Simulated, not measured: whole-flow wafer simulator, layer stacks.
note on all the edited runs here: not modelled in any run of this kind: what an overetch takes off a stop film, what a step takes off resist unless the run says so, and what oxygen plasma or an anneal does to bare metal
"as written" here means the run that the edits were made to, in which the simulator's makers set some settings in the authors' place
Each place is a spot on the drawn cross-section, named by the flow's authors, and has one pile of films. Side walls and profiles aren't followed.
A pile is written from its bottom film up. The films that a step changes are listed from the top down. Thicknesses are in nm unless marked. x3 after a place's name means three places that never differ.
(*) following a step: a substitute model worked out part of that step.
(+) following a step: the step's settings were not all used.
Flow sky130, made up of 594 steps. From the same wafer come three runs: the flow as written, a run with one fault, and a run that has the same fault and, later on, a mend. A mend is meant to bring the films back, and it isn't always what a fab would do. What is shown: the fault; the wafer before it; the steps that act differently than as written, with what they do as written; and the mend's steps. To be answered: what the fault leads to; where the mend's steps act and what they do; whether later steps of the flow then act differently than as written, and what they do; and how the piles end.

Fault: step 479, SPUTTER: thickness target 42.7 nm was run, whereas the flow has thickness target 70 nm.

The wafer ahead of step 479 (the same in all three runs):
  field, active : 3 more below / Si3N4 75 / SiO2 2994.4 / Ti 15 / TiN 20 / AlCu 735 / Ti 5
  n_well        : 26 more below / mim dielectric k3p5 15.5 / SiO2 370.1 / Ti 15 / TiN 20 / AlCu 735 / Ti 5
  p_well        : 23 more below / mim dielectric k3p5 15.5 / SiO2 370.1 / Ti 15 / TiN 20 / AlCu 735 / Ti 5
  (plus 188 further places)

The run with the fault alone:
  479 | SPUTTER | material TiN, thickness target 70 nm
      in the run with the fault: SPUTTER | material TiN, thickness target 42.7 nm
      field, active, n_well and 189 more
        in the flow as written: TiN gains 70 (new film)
        in the run with the fault: TiN gains 42.7 (new film)
  Later steps of the flow acting differently than as written (13 more steps, not shown, differ only slightly: by at most 2% or 0.5 nm, whichever is larger):
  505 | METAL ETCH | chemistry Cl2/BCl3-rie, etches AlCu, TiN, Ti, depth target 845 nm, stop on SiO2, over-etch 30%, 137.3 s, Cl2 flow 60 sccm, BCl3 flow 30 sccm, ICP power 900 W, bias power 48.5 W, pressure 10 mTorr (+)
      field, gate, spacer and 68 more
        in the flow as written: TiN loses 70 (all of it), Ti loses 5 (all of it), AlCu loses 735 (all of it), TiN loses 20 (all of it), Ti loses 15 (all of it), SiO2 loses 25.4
        in the run with the fault: TiN loses 42.7 (all of it), Ti loses 5 (all of it), AlCu loses 735 (all of it), TiN loses 20 (all of it), Ti loses 15 (all of it), SiO2 loses 28.1
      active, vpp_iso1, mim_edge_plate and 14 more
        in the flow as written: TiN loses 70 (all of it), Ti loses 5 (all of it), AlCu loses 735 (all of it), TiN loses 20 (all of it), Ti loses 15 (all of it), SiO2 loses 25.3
        in the run with the fault: TiN loses 42.7 (all of it), Ti loses 5 (all of it), AlCu loses 735 (all of it), TiN loses 20 (all of it), Ti loses 15 (all of it), SiO2 loses 28.1
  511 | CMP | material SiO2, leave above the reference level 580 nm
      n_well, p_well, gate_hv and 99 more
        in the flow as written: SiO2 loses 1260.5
        in the run with the fault: SiO2 loses 1233.2
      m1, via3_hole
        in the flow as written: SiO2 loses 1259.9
        in the run with the fault: SiO2 loses 1232.6
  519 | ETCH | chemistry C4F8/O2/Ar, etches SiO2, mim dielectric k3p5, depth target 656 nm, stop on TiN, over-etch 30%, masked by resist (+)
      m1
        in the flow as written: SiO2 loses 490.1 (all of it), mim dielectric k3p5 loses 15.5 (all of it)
        in the run with the fault: SiO2 loses 517.4 (all of it), mim dielectric k3p5 loses 15.5 (all of it)
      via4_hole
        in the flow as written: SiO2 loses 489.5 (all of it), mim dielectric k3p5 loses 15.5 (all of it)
        in the run with the fault: SiO2 loses 516.8 (all of it), mim dielectric k3p5 loses 15.5 (all of it)
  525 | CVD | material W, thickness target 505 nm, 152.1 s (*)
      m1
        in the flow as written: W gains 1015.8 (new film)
        in the run with the fault: W gains 1043.3 (new film)
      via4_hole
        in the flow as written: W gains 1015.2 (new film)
        in the run with the fault: W gains 1042.6 (new film)
  By the end, the piles at n_well, p_well, gate_hv and 102 more depart from the flow's by more than 2% or 0.5 nm, whichever is larger.
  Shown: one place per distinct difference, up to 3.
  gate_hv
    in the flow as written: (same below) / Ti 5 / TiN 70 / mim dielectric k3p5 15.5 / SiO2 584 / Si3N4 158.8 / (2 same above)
    in the run with the fault: (same below) / Ti 5 / TiN 42.7 / mim dielectric k3p5 15.5 / SiO2 611.3 / Si3N4 158.8 / (2 same above)
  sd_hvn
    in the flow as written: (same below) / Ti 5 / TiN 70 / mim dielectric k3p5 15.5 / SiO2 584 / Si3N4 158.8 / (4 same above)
    in the run with the fault: (same below) / Ti 5 / TiN 42.7 / mim dielectric k3p5 15.5 / SiO2 611.3 / Si3N4 158.8 / (4 same above)
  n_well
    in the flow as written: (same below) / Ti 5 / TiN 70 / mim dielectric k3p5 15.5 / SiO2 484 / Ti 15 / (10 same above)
    in the run with the fault: (same below) / Ti 5 / TiN 42.7 / mim dielectric k3p5 15.5 / SiO2 511.3 / Ti 15 / (10 same above)

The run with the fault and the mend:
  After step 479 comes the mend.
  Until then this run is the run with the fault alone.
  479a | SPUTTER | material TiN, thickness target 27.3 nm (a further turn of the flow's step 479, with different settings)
      field, active, n_well and 189 more
        TiN gains 27.3
  Later steps of the flow that are run all act as written at every place that is followed.
  By the end, the piles equal the flow's at every place that both follow.
